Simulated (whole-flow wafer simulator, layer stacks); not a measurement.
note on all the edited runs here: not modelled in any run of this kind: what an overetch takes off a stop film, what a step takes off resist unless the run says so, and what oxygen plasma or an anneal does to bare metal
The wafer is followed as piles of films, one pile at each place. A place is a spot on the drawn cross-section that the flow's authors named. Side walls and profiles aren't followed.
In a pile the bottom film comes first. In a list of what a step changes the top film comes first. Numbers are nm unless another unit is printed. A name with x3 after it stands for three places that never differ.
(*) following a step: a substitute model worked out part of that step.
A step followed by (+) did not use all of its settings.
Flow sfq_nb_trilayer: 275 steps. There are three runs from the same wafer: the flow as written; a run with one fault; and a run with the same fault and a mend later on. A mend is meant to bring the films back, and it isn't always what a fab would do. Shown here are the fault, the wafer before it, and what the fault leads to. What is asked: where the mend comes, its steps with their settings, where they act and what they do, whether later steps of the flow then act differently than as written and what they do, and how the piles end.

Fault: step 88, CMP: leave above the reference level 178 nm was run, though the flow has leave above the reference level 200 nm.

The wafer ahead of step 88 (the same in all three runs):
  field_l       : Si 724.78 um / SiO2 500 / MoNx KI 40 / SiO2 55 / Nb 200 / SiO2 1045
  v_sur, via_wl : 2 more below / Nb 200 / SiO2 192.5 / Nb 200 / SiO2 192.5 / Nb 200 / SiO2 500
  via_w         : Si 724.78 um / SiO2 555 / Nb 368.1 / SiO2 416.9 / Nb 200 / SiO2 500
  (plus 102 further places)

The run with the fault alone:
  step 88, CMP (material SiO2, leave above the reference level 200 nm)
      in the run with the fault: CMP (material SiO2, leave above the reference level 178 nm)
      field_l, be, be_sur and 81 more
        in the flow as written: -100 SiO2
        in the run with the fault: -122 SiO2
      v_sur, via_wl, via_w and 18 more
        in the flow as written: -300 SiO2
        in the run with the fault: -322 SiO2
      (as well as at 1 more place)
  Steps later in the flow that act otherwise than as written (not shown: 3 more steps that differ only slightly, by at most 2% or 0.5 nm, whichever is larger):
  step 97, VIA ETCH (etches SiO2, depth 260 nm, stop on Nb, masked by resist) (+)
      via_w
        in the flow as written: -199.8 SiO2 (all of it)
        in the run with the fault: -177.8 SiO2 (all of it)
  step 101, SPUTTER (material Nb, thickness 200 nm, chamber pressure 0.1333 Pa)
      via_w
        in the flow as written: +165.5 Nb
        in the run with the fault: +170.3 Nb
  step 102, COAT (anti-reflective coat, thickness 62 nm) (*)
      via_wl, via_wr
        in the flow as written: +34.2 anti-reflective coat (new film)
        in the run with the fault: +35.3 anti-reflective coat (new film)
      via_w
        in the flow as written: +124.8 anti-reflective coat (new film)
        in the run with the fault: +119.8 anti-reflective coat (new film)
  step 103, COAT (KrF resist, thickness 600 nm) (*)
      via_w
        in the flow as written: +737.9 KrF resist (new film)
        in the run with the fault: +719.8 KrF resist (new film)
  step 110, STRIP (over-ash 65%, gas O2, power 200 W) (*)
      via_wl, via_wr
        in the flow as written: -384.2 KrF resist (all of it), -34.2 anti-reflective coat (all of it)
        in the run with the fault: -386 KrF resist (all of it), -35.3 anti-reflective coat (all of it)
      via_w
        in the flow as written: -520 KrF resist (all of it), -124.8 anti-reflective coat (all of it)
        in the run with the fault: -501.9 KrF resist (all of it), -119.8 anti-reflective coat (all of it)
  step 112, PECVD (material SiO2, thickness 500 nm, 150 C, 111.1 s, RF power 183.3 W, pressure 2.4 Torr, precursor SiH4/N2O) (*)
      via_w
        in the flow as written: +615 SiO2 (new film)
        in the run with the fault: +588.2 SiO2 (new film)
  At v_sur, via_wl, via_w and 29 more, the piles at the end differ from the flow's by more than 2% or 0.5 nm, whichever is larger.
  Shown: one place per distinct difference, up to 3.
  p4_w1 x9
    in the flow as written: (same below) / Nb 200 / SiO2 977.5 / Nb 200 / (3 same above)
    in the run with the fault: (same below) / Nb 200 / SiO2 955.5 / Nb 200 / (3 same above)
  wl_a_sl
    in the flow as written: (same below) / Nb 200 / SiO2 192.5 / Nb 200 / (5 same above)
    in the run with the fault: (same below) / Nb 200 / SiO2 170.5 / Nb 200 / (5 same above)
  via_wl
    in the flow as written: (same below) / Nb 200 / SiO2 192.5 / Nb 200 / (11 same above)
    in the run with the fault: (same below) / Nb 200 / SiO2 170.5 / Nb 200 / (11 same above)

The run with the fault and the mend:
  The mend stands after step 89.
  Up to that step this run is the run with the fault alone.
  step 89a, PECVD (material SiO2, thickness 22 nm, 150 C, 4.889 s, RF power 183.3 W, pressure 2.4 Torr, precursor SiH4/N2O) (a further turn of the flow's step 87, with different settings)
      field_l, v_sur, via_wl and 103 more
        +22 SiO2
  Later steps of the flow that are run all act as written at every place that is followed, up to a difference of at most 2% or 0.5 nm, whichever is larger.
  At every place that both follow, the piles at the end match the flow's.
